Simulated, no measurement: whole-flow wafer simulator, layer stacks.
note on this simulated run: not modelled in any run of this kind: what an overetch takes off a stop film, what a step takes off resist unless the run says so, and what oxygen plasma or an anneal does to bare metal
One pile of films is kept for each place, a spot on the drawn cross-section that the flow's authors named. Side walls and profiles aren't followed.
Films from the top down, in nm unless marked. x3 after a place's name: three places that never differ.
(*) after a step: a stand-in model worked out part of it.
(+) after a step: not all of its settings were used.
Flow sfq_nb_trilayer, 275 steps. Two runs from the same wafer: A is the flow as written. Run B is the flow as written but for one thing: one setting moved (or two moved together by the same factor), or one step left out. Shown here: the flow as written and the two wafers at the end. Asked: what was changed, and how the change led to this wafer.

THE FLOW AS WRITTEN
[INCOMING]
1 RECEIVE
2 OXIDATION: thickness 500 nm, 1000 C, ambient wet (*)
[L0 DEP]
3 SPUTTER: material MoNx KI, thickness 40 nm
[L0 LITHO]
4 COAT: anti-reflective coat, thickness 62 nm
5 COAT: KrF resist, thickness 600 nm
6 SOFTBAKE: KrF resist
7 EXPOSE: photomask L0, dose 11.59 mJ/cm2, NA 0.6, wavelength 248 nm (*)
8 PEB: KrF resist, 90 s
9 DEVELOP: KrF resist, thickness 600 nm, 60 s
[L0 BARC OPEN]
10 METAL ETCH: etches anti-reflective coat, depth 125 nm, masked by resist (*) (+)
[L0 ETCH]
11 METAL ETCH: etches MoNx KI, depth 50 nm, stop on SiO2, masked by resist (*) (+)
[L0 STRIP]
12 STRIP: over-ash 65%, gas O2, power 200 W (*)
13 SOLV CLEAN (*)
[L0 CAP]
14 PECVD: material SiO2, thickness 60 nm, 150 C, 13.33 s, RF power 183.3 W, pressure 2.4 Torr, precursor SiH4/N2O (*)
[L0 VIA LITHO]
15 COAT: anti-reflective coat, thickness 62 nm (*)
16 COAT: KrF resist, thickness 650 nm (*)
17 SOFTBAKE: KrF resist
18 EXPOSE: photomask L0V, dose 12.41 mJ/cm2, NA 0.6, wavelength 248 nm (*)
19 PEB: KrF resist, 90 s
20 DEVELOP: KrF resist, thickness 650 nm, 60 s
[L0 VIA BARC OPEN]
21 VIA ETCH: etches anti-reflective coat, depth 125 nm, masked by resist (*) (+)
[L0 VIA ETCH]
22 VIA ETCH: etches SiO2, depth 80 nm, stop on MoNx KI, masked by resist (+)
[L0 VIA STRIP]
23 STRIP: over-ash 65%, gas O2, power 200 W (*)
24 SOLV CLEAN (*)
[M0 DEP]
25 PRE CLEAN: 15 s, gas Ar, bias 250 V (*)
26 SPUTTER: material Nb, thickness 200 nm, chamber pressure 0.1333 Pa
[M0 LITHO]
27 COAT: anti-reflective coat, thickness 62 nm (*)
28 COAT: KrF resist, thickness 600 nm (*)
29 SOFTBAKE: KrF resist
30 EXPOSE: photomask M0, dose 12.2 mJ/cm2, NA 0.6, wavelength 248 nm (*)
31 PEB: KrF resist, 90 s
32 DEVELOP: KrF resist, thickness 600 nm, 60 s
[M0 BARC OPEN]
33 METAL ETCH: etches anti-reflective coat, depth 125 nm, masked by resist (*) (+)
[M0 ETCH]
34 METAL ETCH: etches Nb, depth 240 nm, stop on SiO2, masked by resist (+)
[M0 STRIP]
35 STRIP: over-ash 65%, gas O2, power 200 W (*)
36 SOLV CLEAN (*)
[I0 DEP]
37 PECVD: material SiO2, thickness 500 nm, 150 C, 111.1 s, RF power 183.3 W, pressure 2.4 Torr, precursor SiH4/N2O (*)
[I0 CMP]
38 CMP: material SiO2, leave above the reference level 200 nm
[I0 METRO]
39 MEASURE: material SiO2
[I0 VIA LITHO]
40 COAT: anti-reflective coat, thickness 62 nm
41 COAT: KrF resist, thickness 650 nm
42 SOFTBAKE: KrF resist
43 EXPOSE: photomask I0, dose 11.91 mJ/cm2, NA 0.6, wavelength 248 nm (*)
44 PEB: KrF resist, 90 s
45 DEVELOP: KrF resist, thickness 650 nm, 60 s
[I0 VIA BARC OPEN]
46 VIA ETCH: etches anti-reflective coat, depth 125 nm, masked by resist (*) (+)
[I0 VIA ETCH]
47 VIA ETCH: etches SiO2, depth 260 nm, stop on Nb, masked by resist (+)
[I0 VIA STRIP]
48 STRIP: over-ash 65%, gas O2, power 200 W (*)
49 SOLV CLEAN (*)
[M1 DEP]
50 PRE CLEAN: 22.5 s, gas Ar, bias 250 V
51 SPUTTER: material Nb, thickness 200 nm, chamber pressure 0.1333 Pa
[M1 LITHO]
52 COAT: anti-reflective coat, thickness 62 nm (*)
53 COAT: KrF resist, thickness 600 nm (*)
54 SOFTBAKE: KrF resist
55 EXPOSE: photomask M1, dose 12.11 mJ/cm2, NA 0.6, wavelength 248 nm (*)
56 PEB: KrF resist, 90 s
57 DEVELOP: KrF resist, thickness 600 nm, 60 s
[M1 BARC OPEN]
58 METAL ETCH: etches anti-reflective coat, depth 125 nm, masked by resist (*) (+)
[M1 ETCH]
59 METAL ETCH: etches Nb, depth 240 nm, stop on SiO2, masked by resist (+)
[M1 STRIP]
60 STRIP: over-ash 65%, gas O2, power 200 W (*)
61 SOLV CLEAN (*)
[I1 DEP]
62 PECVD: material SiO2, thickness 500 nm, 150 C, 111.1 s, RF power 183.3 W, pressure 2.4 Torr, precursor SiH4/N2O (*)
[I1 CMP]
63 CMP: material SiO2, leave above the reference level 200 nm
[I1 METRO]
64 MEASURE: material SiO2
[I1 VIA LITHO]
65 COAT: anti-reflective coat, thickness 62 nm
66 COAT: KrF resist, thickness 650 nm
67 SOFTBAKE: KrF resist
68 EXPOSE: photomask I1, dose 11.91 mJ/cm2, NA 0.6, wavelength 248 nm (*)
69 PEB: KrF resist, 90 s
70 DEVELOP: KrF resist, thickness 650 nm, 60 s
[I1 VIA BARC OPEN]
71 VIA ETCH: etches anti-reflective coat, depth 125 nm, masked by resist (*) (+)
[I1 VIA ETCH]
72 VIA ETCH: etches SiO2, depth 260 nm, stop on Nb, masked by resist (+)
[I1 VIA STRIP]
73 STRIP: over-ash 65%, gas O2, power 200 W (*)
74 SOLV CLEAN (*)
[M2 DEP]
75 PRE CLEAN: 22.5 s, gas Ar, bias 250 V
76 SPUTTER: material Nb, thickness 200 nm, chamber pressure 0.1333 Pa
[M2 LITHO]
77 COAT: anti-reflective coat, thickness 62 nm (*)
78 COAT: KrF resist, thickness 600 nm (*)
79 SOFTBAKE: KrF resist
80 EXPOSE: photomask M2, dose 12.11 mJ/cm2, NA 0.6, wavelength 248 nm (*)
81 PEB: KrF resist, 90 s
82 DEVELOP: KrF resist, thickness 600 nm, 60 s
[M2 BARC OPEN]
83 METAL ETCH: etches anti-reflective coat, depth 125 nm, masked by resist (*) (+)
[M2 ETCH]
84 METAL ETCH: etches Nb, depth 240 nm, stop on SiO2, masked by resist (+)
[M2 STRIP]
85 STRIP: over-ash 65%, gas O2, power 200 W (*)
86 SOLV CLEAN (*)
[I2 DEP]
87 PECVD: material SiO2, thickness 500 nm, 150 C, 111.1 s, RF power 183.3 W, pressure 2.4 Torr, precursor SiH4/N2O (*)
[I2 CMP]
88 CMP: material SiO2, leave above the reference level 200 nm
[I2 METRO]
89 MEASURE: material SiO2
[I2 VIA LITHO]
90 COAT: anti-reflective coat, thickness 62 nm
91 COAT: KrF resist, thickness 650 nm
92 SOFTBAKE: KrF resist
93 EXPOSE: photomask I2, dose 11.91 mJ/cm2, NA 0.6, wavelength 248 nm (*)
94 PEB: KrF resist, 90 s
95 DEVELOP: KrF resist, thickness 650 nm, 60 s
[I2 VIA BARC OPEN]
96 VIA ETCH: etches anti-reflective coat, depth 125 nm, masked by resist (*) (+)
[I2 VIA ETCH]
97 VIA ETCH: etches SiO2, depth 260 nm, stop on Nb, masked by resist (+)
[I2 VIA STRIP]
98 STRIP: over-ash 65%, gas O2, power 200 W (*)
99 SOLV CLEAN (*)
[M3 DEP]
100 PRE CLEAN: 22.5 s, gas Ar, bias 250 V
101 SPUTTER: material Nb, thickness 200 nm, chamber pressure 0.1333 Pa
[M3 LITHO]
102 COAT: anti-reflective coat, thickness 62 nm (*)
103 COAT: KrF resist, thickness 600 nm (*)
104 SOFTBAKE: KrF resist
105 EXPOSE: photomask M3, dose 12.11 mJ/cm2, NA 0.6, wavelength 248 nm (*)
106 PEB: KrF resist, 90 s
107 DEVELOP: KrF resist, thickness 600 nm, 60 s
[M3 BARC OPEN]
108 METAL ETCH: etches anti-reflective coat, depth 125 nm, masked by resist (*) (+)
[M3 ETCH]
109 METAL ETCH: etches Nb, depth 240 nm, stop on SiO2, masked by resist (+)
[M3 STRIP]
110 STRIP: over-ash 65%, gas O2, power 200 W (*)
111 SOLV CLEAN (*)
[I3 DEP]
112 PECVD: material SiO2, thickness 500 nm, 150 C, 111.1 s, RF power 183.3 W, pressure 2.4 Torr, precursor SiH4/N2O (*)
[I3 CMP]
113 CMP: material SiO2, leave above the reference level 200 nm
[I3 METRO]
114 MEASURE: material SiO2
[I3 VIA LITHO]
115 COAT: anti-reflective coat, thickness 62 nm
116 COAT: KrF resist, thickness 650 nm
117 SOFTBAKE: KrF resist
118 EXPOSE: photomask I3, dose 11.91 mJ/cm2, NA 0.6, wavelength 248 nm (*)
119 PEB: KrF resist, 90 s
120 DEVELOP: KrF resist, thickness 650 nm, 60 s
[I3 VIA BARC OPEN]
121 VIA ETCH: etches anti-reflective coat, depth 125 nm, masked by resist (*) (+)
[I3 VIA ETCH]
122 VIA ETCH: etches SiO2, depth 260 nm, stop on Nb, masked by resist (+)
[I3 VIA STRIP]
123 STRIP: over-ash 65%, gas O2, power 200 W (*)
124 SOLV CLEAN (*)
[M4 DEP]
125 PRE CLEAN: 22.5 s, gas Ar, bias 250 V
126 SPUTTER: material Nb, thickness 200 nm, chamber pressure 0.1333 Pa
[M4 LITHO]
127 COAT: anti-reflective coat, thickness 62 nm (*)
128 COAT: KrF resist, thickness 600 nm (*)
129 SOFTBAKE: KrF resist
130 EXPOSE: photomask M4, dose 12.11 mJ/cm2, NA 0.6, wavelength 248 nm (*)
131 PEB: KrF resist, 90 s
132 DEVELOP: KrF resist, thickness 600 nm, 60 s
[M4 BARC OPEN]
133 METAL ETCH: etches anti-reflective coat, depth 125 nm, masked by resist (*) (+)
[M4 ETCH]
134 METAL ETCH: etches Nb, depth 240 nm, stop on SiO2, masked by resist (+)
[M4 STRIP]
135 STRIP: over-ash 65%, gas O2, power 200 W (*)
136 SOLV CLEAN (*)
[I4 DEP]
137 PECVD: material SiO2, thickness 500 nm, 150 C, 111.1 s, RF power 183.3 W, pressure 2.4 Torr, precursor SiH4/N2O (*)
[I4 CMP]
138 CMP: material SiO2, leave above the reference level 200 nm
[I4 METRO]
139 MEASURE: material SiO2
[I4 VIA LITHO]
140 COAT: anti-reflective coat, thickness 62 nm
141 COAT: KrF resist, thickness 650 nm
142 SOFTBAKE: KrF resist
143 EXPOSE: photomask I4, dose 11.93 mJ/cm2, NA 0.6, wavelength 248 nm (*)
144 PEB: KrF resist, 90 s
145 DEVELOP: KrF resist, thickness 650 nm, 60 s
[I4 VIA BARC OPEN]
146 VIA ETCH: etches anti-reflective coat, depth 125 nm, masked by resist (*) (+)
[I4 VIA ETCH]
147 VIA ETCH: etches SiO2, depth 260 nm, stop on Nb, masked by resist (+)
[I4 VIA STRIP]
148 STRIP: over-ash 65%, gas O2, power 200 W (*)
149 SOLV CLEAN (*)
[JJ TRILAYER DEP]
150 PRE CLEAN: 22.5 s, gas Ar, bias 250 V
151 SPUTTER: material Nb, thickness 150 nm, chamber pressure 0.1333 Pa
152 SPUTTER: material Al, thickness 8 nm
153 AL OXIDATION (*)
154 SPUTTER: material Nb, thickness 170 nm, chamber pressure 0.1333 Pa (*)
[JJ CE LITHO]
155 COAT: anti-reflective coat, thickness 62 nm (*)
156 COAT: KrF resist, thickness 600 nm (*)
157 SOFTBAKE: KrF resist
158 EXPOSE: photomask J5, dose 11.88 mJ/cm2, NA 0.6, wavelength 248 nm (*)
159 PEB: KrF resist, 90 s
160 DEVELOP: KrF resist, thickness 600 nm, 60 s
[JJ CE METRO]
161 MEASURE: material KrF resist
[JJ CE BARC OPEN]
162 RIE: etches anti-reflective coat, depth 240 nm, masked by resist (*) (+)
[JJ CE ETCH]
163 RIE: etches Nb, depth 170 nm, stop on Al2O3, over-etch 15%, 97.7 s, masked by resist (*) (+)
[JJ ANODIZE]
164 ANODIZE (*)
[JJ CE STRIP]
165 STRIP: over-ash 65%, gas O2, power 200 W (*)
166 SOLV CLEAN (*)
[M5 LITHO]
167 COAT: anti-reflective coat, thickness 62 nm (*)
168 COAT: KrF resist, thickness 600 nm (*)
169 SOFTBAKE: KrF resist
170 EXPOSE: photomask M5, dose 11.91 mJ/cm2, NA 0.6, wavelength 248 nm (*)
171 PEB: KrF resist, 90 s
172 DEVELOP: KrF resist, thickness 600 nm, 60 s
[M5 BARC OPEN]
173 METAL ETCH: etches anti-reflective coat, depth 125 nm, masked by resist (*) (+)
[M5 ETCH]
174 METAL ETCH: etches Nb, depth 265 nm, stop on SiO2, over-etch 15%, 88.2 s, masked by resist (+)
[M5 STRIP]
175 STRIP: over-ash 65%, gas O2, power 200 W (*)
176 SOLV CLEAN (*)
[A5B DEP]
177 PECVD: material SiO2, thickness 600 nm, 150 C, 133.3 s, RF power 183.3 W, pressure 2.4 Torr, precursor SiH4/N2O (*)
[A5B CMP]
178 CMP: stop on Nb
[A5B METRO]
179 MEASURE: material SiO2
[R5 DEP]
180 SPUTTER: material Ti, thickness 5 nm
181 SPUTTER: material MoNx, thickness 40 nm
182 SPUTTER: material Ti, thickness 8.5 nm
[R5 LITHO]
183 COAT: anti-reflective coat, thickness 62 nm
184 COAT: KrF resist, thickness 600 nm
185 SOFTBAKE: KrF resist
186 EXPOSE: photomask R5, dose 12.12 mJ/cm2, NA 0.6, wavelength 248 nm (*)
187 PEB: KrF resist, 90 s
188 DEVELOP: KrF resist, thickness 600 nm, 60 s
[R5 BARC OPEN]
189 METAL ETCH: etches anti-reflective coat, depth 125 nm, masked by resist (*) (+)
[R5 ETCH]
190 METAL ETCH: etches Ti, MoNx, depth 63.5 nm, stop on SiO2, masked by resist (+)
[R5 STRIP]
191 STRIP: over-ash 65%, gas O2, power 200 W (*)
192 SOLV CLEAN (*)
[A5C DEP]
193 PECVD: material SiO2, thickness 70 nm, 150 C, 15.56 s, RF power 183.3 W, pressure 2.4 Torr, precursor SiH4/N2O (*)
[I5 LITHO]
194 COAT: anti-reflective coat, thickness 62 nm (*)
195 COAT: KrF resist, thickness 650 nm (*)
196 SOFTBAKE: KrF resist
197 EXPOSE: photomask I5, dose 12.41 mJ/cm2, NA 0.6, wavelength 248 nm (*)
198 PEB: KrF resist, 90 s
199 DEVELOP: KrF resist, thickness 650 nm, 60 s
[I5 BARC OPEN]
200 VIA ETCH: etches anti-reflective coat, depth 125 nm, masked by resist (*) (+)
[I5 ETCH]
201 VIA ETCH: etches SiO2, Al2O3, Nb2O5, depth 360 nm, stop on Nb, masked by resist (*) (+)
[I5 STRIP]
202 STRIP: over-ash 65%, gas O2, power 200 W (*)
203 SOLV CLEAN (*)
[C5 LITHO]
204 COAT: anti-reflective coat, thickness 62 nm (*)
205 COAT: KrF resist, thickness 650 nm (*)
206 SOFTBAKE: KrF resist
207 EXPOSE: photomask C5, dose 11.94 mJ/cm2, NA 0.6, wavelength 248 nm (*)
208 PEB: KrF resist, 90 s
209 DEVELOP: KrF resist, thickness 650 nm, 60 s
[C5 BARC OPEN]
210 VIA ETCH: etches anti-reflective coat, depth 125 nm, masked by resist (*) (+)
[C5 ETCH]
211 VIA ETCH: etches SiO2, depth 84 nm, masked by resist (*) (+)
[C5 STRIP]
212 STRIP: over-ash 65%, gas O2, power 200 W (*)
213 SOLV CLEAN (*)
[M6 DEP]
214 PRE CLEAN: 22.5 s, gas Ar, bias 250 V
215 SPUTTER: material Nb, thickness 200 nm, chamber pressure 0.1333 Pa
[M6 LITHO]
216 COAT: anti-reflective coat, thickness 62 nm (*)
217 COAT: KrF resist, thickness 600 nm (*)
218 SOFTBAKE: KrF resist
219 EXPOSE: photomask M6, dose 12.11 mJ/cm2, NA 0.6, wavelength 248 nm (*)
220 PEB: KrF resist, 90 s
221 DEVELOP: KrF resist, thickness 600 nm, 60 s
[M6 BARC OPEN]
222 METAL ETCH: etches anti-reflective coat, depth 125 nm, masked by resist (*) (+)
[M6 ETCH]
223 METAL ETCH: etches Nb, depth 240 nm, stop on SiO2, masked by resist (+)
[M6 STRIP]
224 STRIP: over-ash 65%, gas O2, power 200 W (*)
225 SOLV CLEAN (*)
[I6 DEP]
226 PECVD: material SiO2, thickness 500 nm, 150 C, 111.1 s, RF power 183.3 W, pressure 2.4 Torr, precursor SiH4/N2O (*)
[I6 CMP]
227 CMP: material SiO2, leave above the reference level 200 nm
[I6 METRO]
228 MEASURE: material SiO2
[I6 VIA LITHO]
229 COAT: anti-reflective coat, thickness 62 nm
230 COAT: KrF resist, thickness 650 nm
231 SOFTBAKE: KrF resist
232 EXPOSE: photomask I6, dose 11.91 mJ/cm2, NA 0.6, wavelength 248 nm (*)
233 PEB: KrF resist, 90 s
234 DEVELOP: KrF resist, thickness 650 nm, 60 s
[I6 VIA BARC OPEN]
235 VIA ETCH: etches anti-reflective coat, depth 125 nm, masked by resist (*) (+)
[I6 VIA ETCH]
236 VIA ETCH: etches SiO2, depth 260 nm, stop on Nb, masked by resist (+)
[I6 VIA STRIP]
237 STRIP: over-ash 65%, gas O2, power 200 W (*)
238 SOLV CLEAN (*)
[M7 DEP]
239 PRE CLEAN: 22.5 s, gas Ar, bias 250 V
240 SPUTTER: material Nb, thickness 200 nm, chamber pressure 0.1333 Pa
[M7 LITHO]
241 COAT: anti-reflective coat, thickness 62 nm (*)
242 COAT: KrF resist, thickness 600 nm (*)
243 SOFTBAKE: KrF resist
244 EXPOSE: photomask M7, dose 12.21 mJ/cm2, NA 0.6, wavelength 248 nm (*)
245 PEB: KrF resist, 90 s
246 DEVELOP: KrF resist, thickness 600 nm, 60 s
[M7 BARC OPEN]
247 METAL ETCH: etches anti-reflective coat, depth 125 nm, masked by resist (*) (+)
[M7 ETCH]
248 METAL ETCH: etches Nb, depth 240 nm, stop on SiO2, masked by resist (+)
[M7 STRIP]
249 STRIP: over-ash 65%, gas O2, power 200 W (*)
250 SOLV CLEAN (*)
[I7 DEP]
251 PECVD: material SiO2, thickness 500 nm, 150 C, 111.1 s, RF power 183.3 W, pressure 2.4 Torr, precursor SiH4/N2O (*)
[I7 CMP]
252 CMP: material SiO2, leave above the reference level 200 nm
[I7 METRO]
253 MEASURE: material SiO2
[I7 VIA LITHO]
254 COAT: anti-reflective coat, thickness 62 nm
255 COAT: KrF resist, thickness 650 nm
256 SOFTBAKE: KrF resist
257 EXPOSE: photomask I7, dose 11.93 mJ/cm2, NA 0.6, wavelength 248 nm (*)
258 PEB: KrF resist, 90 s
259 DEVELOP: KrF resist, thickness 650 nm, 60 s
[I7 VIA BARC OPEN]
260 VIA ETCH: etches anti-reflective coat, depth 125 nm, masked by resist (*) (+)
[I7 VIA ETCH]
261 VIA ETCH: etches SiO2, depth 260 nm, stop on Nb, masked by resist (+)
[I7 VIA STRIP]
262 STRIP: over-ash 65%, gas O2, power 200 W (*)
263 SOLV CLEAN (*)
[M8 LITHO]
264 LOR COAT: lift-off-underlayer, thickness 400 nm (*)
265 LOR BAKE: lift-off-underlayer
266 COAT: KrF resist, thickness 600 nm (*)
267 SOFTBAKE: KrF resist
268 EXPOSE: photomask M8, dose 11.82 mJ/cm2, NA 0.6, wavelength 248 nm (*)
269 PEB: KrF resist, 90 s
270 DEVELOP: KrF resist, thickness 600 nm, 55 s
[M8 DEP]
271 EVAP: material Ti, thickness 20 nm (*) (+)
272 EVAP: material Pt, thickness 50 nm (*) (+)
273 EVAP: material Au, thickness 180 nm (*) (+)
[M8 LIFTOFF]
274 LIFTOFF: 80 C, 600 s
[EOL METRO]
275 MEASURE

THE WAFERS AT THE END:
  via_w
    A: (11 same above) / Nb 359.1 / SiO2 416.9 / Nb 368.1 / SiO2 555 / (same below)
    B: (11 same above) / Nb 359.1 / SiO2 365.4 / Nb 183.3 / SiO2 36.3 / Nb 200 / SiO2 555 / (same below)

The cause: step 47, VIA ETCH: depth 156 nm was run, where the flow has depth 260 nm.

How the change led to this, step by step:
  47 VIA ETCH: etches SiO2, depth 260 nm, stop on Nb, masked by resist (+)
      via_w: A SiO2 -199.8 (all of it) | B SiO2 -156
      field_l, v_sur, via_wl and 102 more: A KrF resist -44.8 | B KrF resist -26.9
  48 STRIP: over-ash 65%, gas O2, power 200 W (*)
      field_l, v_sur, via_wl and 102 more: A KrF resist -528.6 (all of it), anti-reflective coat -62 (all of it) | B KrF resist -546.5 (all of it), anti-reflective coat -62 (all of it)
  50 PRE CLEAN: 22.5 s, gas Ar, bias 250 V
      via_w: A Nb -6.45 | B SiO2 -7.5
  51 SPUTTER: material Nb, thickness 200 nm, chamber pressure 0.1333 Pa
      via_w: A Nb +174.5 | B Nb +183.3 (new film)
  52 COAT: anti-reflective coat, thickness 62 nm (*)
      via_w: A anti-reflective coat +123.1 (new film) | B anti-reflective coat +112.6 (new film)
      via_wr: A anti-reflective coat +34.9 (new film) | B anti-reflective coat +34.2 (new film)
  53 COAT: KrF resist, thickness 600 nm (*)
      via_w: A KrF resist +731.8 (new film) | B KrF resist +697.2 (new film)
  60 STRIP: over-ash 65%, gas O2, power 200 W (*)
      via_w: A KrF resist -513.8 (all of it), anti-reflective coat -123.1 (all of it) | B KrF resist -479.3 (all of it), anti-reflective coat -112.6 (all of it)
      via_wr: A KrF resist -384.4 (all of it), anti-reflective coat -34.9 (all of it) | B KrF resist -390.1 (all of it), anti-reflective coat -34.2 (all of it)
  62 PECVD: material SiO2, thickness 500 nm, 150 C, 111.1 s, RF power 183.3 W, pressure 2.4 Torr, precursor SiH4/N2O (*)
      via_w: A SiO2 +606 (new film) | B SiO2 +530 (new film)
  63 CMP: material SiO2, leave above the reference level 200 nm
      via_w: A SiO2 -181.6 | B SiO2 -157.1
Counting metal films that touch as one body, via_w has 6 bodies (between them, from the top down: SiO2 192.5; SiO2 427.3 / Al2O3 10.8 / Nb2O5 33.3; SiO2 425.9; SiO2 365.4; SiO2 36.3); the flow as written gives 5 bodies (between them, from the top down: SiO2 192.5; SiO2 427.3 / Al2O3 10.8 / Nb2O5 33.3; SiO2 425.9; SiO2 416.9).
